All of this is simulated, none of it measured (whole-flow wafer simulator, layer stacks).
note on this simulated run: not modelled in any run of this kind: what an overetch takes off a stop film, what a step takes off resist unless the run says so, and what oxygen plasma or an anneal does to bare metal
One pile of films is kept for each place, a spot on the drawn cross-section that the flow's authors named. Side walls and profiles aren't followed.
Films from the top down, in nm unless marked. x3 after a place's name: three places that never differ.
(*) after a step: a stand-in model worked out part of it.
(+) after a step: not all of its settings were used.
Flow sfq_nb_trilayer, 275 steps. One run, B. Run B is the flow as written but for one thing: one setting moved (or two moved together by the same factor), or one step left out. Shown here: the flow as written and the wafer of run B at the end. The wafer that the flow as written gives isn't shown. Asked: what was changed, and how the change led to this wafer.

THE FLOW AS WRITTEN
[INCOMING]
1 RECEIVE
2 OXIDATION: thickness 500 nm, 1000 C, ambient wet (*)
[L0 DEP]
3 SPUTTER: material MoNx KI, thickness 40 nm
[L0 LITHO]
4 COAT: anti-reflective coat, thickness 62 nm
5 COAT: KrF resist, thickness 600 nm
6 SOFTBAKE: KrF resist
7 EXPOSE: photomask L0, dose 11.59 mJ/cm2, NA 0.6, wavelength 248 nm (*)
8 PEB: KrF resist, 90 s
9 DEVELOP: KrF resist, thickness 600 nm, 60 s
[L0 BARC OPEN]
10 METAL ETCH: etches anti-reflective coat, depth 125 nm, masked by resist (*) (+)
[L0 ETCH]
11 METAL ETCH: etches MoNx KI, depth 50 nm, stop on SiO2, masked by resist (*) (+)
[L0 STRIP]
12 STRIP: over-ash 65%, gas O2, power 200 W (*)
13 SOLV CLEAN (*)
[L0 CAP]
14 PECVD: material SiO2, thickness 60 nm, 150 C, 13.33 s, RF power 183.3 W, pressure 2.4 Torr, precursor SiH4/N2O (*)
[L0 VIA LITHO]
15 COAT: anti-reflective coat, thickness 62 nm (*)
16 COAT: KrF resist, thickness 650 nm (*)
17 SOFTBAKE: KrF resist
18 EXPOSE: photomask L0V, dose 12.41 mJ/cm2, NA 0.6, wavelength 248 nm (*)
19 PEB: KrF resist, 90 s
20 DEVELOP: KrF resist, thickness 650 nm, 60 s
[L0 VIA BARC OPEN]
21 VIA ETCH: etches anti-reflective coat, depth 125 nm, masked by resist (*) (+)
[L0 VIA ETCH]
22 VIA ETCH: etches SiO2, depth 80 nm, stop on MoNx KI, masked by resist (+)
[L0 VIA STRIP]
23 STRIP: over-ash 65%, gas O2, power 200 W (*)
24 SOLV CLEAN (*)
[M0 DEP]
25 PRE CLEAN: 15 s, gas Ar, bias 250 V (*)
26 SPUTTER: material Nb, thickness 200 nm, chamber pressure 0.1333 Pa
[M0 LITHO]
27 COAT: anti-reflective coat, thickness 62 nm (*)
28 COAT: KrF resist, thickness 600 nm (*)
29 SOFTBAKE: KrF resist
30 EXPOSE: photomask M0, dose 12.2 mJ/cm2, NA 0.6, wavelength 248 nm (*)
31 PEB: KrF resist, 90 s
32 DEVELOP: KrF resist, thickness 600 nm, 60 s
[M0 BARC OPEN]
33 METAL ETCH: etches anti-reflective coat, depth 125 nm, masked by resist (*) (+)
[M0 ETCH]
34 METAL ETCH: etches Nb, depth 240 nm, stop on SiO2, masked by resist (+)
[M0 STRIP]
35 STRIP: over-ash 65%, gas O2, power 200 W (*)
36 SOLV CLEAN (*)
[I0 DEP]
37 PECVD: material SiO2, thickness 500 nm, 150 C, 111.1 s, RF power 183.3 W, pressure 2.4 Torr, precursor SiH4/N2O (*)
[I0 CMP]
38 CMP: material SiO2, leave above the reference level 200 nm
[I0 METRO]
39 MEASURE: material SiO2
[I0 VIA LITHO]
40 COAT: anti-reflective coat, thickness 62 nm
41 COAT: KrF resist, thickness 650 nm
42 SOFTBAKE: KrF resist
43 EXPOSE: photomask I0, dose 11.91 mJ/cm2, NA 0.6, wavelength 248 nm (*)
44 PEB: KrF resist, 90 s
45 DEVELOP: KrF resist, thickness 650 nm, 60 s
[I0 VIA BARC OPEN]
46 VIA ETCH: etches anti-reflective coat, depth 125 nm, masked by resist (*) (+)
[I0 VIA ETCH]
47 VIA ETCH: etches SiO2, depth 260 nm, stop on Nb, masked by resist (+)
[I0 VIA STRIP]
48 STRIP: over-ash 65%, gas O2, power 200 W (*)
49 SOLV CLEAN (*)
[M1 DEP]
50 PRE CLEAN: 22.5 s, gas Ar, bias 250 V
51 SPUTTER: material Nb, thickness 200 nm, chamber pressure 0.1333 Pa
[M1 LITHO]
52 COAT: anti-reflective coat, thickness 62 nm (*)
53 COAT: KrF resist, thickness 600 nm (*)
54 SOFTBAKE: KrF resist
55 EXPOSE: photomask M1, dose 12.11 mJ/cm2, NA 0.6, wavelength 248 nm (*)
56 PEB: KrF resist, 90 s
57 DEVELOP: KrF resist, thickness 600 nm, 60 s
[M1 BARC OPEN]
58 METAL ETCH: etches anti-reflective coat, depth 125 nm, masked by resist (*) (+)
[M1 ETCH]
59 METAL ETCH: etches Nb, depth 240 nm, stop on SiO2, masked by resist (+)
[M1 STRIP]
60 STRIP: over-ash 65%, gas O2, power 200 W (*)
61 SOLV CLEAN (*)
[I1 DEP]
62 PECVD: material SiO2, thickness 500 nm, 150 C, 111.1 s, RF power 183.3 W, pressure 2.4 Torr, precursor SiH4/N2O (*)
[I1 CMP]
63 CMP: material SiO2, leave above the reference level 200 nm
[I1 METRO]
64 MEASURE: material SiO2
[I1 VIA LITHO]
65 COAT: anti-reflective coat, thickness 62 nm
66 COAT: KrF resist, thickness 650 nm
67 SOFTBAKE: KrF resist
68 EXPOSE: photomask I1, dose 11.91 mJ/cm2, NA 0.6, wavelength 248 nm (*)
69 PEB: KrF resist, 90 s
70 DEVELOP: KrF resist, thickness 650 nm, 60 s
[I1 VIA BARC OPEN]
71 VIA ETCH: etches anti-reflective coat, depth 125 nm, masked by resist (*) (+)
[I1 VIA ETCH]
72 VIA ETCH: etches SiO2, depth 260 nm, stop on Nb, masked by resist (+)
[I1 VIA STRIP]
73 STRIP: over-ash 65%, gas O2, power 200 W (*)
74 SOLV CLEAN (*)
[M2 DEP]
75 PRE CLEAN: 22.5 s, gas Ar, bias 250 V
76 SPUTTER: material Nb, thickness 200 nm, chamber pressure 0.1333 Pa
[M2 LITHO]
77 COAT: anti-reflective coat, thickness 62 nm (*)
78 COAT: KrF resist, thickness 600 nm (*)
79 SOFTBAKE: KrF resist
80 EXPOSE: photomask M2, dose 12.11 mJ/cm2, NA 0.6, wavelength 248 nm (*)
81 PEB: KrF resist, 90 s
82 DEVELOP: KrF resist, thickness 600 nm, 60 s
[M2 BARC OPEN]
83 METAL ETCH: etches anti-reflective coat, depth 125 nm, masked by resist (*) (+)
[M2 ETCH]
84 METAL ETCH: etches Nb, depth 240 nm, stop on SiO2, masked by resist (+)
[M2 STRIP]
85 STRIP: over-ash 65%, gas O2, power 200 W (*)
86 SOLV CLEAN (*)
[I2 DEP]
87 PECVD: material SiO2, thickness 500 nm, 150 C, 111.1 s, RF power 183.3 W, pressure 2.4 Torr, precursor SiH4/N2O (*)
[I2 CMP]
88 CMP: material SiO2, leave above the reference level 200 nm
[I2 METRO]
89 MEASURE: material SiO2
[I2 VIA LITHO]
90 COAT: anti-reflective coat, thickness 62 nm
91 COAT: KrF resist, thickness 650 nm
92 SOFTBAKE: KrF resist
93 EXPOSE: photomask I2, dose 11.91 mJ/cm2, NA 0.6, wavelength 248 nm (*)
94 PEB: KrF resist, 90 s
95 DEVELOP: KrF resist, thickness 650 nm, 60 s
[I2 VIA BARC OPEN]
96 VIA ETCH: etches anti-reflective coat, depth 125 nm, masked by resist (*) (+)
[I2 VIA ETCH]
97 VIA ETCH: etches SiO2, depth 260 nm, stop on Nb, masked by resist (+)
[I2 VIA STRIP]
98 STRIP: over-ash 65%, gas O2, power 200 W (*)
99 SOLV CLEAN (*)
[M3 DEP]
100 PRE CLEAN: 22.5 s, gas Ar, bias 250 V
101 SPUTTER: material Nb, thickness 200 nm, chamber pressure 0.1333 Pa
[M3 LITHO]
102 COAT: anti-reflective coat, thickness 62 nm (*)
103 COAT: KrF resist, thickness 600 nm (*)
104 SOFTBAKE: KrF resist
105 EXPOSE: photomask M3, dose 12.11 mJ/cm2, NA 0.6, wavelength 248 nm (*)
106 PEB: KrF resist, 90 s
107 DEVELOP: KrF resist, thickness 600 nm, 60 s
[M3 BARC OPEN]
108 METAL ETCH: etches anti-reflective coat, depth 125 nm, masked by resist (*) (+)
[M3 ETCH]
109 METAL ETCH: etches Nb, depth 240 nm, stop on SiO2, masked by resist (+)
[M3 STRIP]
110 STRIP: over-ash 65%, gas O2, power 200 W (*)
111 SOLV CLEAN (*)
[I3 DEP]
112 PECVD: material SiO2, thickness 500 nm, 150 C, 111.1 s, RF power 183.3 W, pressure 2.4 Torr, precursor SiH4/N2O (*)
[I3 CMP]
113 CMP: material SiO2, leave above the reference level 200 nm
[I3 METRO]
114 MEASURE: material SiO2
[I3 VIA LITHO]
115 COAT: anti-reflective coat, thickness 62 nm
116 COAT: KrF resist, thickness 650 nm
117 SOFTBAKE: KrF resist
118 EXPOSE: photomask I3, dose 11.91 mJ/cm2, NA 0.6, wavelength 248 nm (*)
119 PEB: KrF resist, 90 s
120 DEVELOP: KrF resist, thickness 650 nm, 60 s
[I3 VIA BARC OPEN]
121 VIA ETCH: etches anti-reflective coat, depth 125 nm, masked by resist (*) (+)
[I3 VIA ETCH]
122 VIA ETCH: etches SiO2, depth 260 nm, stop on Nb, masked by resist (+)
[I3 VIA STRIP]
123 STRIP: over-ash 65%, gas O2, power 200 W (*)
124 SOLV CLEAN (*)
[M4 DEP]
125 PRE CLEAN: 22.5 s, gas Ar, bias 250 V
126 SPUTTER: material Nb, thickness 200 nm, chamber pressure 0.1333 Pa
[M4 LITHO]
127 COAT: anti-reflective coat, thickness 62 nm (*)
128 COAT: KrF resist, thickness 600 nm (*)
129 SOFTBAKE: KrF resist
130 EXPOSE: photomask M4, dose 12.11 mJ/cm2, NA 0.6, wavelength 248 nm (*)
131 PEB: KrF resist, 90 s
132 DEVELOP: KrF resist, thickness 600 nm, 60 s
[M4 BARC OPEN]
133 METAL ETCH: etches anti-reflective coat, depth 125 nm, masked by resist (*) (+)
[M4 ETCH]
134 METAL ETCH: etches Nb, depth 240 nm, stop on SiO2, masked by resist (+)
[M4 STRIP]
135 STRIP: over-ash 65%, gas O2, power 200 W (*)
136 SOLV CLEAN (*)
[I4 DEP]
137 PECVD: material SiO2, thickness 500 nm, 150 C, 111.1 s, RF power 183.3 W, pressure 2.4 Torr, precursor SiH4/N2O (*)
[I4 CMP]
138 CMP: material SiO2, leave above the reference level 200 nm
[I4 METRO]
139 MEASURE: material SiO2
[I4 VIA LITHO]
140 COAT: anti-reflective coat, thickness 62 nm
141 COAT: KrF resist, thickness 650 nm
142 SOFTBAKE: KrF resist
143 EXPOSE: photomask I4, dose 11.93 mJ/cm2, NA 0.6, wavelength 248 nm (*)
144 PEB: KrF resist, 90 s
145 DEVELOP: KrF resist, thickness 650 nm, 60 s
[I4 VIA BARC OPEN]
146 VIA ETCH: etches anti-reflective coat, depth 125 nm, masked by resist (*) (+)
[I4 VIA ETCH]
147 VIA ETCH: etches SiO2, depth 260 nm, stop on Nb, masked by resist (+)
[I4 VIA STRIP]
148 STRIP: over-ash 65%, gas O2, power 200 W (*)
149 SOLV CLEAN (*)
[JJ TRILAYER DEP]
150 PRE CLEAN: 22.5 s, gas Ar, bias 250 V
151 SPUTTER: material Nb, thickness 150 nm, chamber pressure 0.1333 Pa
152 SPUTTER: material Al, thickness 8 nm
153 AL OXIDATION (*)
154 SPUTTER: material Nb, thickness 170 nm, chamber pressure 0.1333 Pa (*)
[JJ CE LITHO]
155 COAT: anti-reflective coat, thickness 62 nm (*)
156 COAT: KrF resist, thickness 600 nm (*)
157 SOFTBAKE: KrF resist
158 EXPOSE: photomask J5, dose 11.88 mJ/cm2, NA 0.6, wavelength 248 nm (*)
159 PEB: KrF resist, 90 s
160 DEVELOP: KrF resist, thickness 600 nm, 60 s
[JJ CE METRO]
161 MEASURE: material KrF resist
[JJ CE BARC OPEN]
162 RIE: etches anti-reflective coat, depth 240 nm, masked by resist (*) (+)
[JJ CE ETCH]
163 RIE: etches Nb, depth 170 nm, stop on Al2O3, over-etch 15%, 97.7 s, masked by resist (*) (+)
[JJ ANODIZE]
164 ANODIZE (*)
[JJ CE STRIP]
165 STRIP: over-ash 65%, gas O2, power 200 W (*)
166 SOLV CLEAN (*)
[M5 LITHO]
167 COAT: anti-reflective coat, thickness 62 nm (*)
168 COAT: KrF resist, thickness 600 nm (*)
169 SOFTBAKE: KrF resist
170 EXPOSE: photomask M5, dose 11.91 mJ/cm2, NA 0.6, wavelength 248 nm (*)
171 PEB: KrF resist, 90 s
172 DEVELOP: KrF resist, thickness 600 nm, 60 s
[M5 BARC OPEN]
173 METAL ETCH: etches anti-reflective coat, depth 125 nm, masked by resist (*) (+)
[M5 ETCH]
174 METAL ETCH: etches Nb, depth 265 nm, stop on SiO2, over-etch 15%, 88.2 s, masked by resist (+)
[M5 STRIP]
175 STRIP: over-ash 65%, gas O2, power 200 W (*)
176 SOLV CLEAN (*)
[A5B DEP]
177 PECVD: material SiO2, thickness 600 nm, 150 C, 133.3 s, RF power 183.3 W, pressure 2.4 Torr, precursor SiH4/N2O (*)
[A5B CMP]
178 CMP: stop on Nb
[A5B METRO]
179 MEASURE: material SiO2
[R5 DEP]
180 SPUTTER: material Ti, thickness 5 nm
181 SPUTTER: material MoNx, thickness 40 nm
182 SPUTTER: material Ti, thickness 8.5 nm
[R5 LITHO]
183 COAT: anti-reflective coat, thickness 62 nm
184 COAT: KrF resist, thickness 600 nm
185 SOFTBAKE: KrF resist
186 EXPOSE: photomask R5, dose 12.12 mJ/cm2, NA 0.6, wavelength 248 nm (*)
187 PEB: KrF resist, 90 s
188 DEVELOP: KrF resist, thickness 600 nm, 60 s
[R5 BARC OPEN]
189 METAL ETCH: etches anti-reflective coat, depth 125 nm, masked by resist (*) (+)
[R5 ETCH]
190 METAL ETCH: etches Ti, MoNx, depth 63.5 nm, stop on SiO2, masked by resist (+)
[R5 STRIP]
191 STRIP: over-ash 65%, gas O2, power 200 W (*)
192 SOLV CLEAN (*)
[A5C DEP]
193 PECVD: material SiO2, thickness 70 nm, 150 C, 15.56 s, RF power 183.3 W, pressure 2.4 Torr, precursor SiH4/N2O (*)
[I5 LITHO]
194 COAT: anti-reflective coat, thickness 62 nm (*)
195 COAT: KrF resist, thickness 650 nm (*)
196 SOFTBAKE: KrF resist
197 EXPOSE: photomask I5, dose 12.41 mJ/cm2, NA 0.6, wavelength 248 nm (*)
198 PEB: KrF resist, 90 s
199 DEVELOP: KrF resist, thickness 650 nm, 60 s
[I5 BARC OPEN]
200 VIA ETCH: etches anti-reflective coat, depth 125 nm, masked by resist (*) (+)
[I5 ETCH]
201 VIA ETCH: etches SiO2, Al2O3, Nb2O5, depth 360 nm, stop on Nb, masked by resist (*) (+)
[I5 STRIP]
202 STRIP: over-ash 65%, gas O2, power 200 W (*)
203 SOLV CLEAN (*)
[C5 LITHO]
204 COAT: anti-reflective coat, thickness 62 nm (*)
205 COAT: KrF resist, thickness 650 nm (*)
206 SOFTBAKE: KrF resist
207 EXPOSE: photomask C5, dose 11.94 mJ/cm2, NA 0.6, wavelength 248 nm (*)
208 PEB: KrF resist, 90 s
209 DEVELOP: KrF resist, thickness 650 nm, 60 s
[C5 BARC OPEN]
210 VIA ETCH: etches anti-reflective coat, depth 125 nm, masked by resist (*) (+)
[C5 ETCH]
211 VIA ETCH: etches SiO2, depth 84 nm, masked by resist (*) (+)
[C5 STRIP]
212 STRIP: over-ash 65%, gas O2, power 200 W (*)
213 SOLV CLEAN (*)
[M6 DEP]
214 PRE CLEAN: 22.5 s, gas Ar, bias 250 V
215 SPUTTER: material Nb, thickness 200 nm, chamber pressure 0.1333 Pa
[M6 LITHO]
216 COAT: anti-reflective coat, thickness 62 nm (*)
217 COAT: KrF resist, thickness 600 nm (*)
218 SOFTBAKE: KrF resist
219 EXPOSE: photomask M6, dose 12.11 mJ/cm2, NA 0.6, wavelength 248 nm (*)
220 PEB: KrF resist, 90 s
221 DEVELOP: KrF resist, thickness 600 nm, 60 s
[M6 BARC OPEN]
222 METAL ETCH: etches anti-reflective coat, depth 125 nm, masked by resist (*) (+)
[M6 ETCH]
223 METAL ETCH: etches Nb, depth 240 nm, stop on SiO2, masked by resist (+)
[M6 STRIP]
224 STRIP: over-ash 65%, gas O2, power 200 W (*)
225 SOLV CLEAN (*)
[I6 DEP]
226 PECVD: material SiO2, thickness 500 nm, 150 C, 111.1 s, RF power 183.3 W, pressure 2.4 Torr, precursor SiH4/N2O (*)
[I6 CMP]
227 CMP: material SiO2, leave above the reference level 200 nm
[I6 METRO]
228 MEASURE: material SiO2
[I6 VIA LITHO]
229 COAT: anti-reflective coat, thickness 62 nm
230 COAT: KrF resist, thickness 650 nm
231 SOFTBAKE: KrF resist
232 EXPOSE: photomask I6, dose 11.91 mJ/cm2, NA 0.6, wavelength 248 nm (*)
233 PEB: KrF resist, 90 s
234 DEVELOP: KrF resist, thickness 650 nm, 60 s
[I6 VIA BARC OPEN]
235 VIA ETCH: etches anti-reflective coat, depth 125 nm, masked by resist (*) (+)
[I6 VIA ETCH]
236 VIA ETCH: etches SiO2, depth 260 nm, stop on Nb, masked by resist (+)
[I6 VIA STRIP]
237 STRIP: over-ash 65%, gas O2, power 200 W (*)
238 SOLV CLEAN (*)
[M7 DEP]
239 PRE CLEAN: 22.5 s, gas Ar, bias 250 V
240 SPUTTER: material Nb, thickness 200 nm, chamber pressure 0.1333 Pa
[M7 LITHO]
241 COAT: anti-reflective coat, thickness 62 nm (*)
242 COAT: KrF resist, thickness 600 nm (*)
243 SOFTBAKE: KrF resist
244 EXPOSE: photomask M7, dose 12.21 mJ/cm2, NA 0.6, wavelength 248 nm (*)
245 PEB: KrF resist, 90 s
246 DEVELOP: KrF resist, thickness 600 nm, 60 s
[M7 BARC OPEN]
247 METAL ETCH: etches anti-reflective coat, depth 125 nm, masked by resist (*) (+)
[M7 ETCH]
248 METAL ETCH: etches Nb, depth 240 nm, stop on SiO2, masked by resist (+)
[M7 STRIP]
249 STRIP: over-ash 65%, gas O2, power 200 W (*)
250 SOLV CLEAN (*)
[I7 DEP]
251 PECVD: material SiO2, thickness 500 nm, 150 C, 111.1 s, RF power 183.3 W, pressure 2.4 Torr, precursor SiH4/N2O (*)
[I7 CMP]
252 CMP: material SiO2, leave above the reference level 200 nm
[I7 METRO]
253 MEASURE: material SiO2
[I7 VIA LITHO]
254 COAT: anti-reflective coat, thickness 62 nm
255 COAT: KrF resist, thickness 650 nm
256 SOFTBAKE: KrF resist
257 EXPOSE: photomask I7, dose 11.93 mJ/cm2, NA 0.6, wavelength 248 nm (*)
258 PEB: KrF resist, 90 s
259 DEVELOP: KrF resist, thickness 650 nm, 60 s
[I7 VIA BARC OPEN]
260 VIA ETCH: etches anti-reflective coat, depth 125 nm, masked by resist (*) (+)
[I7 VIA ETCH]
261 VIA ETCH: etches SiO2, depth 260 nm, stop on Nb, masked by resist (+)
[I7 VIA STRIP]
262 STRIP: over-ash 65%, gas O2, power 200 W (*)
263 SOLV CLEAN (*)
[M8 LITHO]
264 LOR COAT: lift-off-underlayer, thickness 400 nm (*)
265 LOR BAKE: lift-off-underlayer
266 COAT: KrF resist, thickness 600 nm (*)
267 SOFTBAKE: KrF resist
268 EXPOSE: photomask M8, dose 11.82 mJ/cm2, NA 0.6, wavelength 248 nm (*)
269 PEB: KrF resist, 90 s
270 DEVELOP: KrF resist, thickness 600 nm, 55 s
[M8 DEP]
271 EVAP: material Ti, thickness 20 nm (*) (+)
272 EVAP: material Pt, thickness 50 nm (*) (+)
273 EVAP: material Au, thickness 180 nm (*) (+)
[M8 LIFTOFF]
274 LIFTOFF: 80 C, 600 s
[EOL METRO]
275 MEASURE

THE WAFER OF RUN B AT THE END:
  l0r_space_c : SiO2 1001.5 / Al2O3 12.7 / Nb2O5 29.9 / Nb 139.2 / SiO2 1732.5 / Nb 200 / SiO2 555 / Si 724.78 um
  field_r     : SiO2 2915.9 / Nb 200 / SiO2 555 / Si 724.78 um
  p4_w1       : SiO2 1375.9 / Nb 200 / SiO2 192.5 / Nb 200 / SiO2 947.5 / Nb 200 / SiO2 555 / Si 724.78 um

The cause: step 63, CMP: leave above the reference level 170 nm was run, where the flow has leave above the reference level 200 nm.

How the change led to this, step by step:
  63 CMP: material SiO2, leave above the reference level 200 nm
      field_l, be, be_sur and 72 more: SiO2 -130 (as written it would be: SiO2 -100)
      v_sur, via_wl, via_wr and 20 more: SiO2 -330 (as written it would be: SiO2 -300)
      (and at 8 more places)
  72 VIA ETCH: etches SiO2, depth 260 nm, stop on Nb, masked by resist (+)
      field_l, v_sur, via_wl and 102 more: KrF resist -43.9 (as written it would be: KrF resist -44.8)
      via_v: SiO2 -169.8 (all of it) (as written it would be: SiO2 -199.8 (all of it))
  76 SPUTTER: material Nb, thickness 200 nm, chamber pressure 0.1333 Pa
      via_v: Nb +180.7 (as written it would be: Nb +174.5)
  77 COAT: anti-reflective coat, thickness 62 nm (*)
      via_v: anti-reflective coat +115 (new film) (as written it would be: anti-reflective coat +123.1 (new film))
  78 COAT: KrF resist, thickness 600 nm (*)
      via_v: KrF resist +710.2 (new film) (as written it would be: KrF resist +733.7 (new film))
  85 STRIP: over-ash 65%, gas O2, power 200 W (*)
      via_v: KrF resist -492.3 (all of it), anti-reflective coat -115 (all of it) (as written it would be: KrF resist -515.8 (all of it), anti-reflective coat -123.1 (all of it))
  87 PECVD: material SiO2, thickness 500 nm, 150 C, 111.1 s, RF power 183.3 W, pressure 2.4 Torr, precursor SiH4/N2O (*)
      via_v: SiO2 +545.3 (new film) (as written it would be: SiO2 +606 (new film))
  88 CMP: material SiO2, leave above the reference level 200 nm
      via_v: SiO2 -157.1 (as written it would be: SiO2 -181.6)
